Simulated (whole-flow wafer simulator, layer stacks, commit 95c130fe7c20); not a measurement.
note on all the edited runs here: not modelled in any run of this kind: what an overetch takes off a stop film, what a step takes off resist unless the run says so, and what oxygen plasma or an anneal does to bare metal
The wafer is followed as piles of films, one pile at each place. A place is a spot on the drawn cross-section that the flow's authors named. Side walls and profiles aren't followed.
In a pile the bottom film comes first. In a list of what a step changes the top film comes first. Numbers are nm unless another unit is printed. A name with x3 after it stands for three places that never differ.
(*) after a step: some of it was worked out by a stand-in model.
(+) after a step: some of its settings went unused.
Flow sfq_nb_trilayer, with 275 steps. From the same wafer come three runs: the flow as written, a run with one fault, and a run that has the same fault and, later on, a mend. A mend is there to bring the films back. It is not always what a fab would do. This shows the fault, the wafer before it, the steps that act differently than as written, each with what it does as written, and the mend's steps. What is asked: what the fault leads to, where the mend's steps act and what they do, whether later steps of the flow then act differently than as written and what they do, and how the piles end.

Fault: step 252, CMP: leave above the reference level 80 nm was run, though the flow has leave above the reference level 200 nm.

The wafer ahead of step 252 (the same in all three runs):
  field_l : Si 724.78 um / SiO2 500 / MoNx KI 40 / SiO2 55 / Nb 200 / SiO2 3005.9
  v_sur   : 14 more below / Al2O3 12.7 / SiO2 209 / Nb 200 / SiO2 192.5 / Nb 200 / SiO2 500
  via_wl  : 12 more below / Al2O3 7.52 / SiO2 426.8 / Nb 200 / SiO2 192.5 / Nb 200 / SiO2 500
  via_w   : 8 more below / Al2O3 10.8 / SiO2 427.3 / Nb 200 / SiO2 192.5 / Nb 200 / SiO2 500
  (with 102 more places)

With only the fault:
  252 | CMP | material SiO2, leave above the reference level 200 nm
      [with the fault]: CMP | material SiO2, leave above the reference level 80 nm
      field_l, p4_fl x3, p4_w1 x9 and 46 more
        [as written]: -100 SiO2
        [with the fault]: -220 SiO2
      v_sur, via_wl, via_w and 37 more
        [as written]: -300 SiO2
        [with the fault]: -420 SiO2
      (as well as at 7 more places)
  Steps further on in the flow that do not act as written (2 more steps, not shown, differ only slightly: by at most 2% or 0.5 nm, whichever is larger):
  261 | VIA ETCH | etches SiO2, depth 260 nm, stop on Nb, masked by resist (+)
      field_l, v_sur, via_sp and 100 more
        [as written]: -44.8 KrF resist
        [with the fault]: -20.6 KrF resist
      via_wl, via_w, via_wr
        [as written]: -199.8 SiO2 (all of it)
        [with the fault]: -79.8 SiO2 (all of it)
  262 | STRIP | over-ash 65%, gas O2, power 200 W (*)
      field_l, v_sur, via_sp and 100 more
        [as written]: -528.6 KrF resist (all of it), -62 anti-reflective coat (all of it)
        [with the fault]: -552.8 KrF resist (all of it), -62 anti-reflective coat (all of it)
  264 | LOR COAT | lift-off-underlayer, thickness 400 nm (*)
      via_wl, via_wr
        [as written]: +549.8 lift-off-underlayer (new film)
        [with the fault]: +459.9 lift-off-underlayer (new film)
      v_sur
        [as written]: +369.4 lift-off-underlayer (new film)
        [with the fault]: +387.8 lift-off-underlayer (new film)
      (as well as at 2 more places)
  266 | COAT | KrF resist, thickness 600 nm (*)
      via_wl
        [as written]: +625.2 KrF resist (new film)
        [with the fault]: +610.1 KrF resist (new film)
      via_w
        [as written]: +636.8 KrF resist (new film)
        [with the fault]: +614.7 KrF resist (new film)
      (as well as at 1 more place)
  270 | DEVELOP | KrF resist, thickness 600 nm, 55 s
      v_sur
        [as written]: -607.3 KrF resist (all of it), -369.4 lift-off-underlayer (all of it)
        [with the fault]: -602.2 KrF resist (all of it), -387.8 lift-off-underlayer (all of it)
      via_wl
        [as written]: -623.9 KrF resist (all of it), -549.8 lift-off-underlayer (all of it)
        [with the fault]: -608.8 KrF resist (all of it), -459.9 lift-off-underlayer (all of it)
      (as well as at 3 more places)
  By the end, the piles at field_l, v_sur, via_sp and 100 more depart from the flow's by more than 2% or 0.5 nm, whichever is larger.
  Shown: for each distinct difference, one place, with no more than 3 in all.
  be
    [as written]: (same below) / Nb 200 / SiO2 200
    [with the fault]: (same below) / Nb 200 / SiO2 80
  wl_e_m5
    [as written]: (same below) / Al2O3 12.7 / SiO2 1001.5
    [with the fault]: (same below) / Al2O3 12.7 / SiO2 881.5
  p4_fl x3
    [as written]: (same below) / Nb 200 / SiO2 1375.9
    [with the fault]: (same below) / Nb 200 / SiO2 1255.9

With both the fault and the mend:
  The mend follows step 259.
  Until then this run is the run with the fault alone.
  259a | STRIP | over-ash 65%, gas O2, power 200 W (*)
      field_l, v_sur, via_sp and 100 more
        -625.1 KrF resist (all of it), -62 anti-reflective coat (all of it)
      via_wl, via_w, via_wr
        -62 anti-reflective coat (all of it)
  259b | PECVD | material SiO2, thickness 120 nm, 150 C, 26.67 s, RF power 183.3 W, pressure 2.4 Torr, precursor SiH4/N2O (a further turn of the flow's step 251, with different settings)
      field_l, v_sur, via_wl and 103 more
        +120 SiO2
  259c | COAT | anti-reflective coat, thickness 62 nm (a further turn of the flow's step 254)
      field_l, v_sur, via_wl and 103 more
        +62 anti-reflective coat (new film)
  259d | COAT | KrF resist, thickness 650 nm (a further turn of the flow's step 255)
      field_l, v_sur, via_wl and 103 more
        +650 KrF resist (new film)
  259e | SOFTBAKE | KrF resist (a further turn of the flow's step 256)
      does not change any film at any place that is followed
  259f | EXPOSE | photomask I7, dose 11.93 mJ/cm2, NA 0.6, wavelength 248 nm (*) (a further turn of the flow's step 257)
      does not change any film at any place that is followed
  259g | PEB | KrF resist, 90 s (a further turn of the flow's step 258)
      field_l, v_sur, via_wl and 103 more
        -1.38 KrF resist
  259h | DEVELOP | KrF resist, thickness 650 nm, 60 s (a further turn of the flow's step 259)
      field_l, v_sur, via_sp and 100 more
        -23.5 KrF resist
      via_wl, via_w, via_wr
        -648.6 KrF resist (all of it)
  Later steps of the flow that are run all act as written at every place that is followed.
  By the end, the piles equal the flow's at every place that both follow.
